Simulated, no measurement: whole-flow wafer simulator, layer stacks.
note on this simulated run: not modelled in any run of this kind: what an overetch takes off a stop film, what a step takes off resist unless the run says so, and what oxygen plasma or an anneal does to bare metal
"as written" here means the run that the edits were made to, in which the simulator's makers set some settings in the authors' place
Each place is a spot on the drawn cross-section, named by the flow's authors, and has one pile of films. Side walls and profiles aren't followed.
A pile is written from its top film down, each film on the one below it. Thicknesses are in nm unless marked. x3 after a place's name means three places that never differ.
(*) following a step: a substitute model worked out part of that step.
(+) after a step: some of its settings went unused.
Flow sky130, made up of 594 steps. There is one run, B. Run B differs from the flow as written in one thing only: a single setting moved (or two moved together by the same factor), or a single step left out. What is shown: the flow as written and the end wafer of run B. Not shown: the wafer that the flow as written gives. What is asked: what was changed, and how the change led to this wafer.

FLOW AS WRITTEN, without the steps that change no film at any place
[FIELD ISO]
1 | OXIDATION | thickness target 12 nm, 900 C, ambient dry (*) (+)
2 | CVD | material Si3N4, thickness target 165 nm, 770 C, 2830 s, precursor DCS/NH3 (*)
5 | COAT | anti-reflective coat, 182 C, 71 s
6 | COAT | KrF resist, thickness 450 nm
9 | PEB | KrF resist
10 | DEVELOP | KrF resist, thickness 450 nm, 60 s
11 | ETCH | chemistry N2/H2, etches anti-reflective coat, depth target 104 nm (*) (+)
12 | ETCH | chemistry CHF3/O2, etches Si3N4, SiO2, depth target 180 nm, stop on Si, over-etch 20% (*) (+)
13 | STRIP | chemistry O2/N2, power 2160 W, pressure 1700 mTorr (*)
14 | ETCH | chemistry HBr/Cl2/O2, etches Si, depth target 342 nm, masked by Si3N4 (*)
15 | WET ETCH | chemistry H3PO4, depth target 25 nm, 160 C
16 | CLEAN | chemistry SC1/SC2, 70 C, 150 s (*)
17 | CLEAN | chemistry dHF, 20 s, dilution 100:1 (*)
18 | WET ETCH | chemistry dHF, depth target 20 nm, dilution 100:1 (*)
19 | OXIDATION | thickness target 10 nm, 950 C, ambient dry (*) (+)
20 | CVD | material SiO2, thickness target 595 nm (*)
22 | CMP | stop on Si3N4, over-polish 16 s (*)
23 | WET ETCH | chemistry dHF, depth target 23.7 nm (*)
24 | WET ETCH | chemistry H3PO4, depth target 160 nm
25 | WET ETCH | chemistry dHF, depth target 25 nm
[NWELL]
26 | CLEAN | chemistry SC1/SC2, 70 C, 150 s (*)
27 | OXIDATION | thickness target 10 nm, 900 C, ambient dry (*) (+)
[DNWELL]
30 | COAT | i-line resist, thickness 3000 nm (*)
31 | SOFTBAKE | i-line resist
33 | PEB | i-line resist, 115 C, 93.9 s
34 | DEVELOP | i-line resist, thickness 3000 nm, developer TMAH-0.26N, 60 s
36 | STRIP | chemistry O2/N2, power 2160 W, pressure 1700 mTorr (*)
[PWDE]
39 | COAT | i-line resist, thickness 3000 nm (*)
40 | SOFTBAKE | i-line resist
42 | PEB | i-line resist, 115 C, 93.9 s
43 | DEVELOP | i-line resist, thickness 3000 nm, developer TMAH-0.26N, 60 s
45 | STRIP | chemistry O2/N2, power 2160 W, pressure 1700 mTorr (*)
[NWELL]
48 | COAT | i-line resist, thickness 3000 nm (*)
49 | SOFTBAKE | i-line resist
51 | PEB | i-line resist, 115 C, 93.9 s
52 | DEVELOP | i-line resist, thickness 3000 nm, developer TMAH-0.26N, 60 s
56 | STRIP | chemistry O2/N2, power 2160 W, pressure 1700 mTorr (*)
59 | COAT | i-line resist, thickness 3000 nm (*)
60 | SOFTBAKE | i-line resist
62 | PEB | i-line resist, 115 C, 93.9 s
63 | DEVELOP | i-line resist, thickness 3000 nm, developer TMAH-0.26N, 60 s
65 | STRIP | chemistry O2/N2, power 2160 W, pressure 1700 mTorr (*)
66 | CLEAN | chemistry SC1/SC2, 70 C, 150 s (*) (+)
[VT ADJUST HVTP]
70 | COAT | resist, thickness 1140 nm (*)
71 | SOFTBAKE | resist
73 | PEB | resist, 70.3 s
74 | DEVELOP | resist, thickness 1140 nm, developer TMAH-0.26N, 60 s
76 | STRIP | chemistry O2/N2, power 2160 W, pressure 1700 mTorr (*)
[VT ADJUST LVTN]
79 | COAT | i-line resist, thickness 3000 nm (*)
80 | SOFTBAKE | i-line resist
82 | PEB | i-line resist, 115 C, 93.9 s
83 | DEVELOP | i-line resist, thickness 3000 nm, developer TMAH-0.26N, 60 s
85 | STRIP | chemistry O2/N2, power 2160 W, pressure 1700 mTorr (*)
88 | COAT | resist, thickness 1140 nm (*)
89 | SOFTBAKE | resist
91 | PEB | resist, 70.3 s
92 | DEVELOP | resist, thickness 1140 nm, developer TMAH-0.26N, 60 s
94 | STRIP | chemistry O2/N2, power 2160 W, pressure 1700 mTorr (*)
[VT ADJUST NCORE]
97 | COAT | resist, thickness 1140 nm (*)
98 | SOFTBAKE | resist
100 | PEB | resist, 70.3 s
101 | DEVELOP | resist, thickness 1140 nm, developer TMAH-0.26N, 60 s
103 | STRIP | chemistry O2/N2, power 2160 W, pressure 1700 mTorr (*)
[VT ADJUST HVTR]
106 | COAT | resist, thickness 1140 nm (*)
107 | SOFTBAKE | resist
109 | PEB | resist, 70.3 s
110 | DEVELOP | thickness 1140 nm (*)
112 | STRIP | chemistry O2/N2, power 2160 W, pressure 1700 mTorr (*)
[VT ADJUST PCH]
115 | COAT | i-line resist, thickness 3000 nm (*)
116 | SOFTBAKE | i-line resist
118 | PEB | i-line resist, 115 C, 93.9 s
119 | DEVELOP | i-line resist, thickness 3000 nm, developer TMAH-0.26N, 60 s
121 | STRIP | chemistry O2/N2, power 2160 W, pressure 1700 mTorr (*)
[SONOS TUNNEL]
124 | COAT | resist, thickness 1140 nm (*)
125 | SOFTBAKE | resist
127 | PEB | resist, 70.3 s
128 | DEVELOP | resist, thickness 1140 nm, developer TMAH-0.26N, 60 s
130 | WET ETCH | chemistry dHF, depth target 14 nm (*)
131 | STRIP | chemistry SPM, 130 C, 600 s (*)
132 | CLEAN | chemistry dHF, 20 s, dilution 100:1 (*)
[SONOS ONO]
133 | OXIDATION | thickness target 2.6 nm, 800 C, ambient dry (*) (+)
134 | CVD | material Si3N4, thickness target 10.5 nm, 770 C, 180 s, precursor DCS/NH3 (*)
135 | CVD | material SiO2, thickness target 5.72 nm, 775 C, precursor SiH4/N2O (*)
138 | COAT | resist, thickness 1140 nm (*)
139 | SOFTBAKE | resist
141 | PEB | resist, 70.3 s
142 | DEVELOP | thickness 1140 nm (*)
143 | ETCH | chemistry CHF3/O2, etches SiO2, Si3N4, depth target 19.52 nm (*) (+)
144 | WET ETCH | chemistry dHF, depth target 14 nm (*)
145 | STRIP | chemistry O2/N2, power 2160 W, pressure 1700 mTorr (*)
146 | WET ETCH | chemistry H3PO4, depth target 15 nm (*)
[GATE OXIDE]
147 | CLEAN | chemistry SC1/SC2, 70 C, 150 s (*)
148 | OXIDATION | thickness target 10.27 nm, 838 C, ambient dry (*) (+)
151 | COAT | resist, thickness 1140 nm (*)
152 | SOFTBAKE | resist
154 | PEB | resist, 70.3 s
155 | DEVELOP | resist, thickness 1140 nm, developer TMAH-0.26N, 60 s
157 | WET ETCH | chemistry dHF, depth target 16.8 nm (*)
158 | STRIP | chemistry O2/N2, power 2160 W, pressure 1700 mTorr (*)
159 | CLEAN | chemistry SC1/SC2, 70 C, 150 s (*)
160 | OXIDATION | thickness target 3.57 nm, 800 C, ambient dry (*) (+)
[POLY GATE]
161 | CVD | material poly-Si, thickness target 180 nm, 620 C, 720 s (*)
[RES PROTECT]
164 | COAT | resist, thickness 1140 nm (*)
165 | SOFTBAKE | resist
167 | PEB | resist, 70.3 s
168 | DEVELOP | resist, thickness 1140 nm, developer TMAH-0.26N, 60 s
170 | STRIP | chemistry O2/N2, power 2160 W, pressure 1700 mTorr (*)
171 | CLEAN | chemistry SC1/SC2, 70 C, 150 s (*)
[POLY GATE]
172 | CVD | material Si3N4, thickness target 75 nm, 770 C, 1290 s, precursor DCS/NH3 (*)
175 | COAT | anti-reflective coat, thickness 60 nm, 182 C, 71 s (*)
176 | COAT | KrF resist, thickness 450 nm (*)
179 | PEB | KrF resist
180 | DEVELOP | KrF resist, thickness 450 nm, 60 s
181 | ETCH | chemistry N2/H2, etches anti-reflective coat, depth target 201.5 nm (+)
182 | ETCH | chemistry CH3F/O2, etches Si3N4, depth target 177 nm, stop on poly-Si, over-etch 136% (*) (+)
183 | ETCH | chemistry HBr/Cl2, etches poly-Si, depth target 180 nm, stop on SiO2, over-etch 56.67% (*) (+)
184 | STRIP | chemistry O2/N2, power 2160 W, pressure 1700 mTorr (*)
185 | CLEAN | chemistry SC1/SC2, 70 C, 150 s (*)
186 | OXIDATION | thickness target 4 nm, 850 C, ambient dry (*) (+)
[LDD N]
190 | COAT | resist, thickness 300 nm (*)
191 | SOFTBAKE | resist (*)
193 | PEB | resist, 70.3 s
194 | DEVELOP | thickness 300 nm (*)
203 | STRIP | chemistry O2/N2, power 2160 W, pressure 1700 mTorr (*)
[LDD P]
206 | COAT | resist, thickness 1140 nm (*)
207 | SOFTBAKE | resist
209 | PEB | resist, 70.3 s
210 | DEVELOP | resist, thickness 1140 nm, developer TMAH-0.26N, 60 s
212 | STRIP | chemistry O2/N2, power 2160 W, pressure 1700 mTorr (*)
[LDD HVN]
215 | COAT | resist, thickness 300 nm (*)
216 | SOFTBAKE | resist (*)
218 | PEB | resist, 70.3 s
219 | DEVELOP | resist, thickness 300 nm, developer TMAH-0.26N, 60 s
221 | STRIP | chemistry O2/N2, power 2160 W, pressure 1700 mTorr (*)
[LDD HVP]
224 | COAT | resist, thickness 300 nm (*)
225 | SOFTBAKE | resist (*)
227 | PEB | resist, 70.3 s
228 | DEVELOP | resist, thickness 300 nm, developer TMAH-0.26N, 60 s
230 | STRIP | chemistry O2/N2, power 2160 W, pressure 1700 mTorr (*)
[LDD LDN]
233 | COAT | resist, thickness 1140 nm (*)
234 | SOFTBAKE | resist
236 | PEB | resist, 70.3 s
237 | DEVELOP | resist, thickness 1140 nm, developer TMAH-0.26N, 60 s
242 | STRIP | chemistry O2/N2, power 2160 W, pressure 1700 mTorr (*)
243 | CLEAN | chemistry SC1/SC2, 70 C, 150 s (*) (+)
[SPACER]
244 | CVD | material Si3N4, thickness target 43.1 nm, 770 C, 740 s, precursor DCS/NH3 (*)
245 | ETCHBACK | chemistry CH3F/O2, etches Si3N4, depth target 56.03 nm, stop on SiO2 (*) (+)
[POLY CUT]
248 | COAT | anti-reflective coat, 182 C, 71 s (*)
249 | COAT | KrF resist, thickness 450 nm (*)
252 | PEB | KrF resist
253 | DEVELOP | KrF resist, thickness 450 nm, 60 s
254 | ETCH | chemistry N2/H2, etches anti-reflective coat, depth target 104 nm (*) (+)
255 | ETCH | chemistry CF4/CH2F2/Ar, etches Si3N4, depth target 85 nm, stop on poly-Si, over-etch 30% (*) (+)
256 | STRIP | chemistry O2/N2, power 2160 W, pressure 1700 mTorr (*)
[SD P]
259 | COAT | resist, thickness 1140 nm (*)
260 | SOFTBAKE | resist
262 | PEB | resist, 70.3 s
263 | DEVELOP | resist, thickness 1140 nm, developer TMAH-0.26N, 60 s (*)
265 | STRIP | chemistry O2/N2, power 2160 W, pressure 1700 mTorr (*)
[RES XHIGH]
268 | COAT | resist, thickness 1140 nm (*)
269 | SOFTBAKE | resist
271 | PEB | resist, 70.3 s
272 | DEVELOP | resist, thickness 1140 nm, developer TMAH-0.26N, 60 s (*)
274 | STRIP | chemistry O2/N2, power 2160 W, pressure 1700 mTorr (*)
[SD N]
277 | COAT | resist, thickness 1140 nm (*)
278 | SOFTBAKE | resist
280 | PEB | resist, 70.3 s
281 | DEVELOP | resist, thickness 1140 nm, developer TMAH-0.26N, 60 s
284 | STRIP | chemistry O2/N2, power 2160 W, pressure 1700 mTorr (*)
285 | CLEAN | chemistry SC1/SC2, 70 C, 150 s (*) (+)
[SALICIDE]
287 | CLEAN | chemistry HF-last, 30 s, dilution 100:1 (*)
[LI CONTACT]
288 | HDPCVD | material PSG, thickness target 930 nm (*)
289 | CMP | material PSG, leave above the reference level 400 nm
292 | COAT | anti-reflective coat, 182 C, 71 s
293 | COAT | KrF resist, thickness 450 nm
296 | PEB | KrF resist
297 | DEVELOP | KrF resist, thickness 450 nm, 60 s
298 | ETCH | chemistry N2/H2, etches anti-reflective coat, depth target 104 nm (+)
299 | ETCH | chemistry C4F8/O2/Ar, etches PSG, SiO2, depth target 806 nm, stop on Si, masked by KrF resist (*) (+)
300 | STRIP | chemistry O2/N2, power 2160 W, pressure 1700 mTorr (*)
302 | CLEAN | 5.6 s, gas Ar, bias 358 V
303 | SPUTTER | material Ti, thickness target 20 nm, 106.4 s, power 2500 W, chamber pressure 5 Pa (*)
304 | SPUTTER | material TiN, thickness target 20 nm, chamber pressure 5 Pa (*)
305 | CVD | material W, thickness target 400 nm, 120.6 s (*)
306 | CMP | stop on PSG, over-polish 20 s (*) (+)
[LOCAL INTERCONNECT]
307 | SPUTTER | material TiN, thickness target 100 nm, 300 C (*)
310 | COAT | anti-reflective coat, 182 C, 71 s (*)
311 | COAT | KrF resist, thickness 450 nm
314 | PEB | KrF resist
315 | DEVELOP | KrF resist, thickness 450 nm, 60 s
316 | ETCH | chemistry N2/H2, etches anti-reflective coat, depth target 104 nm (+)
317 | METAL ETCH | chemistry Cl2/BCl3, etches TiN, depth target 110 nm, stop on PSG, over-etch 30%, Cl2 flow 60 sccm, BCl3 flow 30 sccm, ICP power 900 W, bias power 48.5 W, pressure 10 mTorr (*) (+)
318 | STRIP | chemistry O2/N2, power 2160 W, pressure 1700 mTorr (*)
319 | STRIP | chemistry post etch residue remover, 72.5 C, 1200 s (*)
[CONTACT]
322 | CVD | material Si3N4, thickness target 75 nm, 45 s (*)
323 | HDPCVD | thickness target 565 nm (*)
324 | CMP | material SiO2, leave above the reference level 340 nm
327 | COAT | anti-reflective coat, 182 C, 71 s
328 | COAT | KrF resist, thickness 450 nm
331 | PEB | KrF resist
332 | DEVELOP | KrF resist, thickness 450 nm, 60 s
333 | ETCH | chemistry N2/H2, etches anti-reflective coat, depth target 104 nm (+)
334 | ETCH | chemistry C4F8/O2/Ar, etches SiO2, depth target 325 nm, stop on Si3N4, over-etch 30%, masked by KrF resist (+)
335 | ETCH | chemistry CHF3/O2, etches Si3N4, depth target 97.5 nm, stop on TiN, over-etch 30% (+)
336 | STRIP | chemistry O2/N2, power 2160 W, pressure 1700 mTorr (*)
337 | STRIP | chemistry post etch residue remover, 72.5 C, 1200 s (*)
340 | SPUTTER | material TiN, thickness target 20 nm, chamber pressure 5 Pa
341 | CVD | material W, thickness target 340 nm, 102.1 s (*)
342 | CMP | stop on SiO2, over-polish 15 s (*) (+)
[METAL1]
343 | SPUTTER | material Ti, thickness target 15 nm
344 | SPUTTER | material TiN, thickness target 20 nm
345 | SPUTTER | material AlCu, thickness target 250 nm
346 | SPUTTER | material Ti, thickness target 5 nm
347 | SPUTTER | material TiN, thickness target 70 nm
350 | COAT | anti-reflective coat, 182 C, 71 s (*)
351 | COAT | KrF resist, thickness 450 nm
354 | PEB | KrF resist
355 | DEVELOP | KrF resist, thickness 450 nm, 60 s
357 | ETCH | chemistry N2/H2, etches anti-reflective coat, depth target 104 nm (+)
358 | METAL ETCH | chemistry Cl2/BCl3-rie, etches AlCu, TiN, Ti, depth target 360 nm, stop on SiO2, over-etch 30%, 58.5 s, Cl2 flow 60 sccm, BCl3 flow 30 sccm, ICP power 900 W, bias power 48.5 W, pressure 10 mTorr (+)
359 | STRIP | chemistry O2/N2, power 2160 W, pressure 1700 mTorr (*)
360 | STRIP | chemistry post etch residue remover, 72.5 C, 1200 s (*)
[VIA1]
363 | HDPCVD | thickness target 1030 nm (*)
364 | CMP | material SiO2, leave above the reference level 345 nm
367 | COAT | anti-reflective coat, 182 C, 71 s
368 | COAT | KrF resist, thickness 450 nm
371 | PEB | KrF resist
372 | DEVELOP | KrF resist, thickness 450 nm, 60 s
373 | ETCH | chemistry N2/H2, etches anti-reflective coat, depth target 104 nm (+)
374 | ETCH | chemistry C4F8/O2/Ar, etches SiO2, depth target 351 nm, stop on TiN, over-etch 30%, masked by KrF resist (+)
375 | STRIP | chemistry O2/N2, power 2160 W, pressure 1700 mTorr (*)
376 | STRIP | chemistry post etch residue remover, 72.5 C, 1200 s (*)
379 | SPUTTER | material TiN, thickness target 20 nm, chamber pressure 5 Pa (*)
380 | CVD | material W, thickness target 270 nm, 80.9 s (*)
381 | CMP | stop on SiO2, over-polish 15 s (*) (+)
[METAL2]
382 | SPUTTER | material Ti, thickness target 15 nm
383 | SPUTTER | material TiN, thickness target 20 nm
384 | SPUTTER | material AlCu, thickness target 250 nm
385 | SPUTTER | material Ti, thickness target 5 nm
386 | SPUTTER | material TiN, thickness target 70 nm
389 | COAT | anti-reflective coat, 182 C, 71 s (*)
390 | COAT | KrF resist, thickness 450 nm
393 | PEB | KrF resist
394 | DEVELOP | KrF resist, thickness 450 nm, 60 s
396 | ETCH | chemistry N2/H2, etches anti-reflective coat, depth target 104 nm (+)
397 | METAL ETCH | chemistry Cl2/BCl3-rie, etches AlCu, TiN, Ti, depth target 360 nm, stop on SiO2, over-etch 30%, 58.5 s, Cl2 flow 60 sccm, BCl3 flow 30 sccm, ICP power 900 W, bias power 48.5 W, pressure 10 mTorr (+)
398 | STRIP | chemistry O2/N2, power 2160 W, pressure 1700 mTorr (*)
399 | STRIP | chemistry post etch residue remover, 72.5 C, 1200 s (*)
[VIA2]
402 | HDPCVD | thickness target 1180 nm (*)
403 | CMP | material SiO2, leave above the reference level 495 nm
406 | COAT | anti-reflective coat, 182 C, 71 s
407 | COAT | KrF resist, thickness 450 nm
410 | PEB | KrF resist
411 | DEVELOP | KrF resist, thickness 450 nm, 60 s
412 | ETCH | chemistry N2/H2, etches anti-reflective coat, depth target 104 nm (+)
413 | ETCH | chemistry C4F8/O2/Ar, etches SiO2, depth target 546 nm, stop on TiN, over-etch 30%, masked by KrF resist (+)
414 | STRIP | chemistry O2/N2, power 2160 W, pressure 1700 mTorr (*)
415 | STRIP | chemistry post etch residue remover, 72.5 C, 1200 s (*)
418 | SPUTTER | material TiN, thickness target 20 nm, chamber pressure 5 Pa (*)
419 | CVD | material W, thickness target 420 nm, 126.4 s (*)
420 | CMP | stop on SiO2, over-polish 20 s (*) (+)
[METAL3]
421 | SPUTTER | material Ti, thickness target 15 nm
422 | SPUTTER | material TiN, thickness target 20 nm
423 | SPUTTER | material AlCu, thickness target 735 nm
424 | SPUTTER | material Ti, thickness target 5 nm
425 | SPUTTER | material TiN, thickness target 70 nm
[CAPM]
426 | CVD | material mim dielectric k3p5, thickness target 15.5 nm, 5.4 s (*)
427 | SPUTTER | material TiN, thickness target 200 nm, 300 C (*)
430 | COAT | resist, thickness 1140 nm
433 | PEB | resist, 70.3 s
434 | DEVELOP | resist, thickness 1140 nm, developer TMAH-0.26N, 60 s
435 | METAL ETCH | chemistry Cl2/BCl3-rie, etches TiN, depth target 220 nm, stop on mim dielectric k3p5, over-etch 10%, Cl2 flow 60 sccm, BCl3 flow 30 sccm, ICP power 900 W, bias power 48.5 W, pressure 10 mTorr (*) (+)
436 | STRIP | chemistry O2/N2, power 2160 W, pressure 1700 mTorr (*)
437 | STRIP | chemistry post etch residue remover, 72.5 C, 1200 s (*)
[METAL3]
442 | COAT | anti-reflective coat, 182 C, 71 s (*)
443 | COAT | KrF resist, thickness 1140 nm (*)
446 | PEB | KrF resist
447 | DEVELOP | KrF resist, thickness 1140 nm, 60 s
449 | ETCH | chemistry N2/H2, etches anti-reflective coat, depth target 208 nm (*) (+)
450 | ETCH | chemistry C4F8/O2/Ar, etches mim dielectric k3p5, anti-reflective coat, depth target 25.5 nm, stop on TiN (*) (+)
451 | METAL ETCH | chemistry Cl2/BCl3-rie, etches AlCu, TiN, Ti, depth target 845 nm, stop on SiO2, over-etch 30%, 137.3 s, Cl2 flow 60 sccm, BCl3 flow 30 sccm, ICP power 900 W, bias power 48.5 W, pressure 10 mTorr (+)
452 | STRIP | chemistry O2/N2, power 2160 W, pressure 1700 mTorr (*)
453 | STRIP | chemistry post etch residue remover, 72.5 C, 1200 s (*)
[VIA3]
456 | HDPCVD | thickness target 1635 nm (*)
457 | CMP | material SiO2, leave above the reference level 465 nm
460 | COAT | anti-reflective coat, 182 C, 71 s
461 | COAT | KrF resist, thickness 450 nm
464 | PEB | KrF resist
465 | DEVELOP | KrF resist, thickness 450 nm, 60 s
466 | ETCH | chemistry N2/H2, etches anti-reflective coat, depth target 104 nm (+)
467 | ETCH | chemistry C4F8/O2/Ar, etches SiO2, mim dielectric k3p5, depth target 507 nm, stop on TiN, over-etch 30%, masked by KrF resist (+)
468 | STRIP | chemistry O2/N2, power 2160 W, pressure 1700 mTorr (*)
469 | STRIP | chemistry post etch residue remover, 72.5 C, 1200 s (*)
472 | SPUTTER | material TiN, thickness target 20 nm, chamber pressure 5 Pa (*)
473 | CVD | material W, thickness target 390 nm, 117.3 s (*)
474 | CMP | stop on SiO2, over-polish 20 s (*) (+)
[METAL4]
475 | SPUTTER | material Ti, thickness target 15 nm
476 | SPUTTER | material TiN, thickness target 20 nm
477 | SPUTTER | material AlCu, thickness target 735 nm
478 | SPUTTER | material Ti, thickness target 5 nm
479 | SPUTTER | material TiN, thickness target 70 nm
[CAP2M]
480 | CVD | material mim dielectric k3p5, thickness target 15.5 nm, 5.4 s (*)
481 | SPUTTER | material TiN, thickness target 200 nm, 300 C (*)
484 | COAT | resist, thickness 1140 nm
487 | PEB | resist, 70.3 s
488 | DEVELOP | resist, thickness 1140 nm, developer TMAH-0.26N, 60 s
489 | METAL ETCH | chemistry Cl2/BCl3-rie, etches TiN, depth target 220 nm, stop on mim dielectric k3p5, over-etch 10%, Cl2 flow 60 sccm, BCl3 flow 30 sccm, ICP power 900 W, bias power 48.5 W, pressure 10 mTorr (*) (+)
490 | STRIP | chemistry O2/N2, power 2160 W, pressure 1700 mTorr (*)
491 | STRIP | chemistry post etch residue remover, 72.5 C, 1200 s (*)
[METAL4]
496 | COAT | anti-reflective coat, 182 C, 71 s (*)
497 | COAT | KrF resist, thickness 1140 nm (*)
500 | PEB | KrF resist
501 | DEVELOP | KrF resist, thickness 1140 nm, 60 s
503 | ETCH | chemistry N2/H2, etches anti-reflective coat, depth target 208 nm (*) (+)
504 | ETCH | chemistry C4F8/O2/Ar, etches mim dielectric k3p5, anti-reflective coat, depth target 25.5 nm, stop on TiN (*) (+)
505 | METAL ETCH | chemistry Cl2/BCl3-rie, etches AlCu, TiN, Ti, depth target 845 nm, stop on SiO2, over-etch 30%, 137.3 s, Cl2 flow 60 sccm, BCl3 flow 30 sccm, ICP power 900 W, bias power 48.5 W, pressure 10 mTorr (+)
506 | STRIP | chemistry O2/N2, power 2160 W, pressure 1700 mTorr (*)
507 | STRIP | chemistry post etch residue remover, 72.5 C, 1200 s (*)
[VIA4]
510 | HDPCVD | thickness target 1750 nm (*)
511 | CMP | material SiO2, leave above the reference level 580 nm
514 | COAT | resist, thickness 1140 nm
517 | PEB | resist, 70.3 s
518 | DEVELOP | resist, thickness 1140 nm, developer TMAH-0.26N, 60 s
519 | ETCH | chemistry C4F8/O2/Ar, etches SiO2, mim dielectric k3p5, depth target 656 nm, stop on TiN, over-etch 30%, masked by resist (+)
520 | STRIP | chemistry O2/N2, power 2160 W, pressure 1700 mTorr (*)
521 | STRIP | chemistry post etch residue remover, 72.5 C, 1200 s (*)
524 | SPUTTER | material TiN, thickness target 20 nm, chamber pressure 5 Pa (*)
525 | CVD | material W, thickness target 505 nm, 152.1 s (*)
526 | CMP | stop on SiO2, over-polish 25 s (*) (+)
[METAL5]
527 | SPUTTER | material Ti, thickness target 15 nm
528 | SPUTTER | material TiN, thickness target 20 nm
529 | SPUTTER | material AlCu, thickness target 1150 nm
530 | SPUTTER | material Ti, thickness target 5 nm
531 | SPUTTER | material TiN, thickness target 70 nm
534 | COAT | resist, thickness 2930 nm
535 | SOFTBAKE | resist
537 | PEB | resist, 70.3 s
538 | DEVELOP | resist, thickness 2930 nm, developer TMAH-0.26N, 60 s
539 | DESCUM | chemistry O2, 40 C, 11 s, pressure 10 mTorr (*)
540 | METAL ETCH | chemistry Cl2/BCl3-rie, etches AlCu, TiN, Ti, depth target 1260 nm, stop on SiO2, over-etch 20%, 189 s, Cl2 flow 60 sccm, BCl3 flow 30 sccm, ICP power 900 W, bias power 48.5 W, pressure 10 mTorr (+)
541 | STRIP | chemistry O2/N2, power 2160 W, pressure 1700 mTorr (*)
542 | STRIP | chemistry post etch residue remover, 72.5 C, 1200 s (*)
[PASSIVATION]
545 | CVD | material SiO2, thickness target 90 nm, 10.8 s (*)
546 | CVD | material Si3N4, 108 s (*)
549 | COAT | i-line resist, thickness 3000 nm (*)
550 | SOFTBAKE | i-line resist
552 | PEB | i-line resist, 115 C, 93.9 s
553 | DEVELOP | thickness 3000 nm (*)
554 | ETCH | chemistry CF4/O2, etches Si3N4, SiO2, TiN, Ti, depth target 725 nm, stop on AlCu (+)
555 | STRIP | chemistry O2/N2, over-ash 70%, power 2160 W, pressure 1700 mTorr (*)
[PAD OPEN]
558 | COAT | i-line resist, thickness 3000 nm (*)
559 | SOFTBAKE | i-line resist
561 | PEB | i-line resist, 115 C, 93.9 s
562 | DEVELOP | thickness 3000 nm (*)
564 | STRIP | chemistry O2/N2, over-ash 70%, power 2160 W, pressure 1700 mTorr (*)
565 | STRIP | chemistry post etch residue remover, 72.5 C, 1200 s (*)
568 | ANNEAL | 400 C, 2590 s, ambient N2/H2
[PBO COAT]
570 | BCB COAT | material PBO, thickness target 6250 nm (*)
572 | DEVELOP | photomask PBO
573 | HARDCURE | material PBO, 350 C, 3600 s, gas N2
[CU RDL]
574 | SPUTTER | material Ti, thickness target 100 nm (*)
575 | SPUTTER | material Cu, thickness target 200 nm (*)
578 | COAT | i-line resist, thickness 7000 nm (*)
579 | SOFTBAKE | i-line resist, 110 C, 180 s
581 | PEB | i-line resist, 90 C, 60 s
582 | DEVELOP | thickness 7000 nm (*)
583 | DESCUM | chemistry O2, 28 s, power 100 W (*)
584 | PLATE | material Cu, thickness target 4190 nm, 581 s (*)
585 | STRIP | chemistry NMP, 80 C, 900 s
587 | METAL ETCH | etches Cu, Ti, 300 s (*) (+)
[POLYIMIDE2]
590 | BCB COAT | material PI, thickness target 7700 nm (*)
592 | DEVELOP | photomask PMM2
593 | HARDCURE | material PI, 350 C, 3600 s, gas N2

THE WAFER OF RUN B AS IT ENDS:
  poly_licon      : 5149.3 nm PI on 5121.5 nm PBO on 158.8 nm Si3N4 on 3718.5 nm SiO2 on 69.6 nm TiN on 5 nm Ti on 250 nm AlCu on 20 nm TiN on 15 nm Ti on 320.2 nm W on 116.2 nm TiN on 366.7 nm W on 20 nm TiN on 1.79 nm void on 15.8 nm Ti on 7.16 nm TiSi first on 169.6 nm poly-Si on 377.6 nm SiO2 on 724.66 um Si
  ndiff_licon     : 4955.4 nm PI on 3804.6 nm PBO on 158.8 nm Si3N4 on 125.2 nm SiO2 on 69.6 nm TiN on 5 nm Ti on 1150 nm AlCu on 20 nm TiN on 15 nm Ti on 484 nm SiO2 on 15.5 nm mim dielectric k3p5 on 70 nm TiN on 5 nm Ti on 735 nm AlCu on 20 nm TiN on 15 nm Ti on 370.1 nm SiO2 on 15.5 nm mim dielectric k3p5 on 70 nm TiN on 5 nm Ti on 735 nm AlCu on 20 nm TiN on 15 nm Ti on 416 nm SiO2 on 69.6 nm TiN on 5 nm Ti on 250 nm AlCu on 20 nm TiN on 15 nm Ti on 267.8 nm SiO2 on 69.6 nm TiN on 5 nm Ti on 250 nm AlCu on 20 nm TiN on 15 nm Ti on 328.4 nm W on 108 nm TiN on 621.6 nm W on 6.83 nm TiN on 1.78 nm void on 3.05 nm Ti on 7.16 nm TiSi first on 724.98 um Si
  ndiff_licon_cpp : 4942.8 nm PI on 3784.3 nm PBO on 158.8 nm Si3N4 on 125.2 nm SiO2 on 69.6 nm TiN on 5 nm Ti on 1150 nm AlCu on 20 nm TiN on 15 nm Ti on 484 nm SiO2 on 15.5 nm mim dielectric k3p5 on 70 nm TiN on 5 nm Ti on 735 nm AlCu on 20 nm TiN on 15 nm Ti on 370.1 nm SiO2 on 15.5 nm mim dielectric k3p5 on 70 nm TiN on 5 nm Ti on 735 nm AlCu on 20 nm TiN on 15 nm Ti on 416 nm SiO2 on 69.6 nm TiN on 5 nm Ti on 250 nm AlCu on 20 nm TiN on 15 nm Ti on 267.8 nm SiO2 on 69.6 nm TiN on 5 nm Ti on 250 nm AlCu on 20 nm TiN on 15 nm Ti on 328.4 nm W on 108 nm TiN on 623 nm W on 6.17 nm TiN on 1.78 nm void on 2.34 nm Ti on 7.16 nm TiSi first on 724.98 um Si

Cause: step 340, SPUTTER: thickness target 17 nm was run, though the flow has thickness target 20 nm.

How this came from the change, step by step:
  340 | SPUTTER | material TiN, thickness target 20 nm, chamber pressure 5 Pa
      field, active, n_well and 184 more: +17 TiN (new film) (in the flow as written it would be: +20 TiN (new film))
      ndiff_licon_cpp, rpo_hd_licon: +8.87 TiN (in the flow as written it would be: +10.4 TiN)
      (and at 2 other places as well)
  342 | CMP | stop on SiO2, over-polish 15 s (*) (+)
      field, active, n_well and 184 more: -340 W (all of it), -17 TiN (all of it), -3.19 SiO2 (in the flow as written it would be: -340 W (all of it), -20 TiN (all of it), -3.19 SiO2)
      poly_licon: -19.8 W (in the flow as written it would be: -22.8 W)
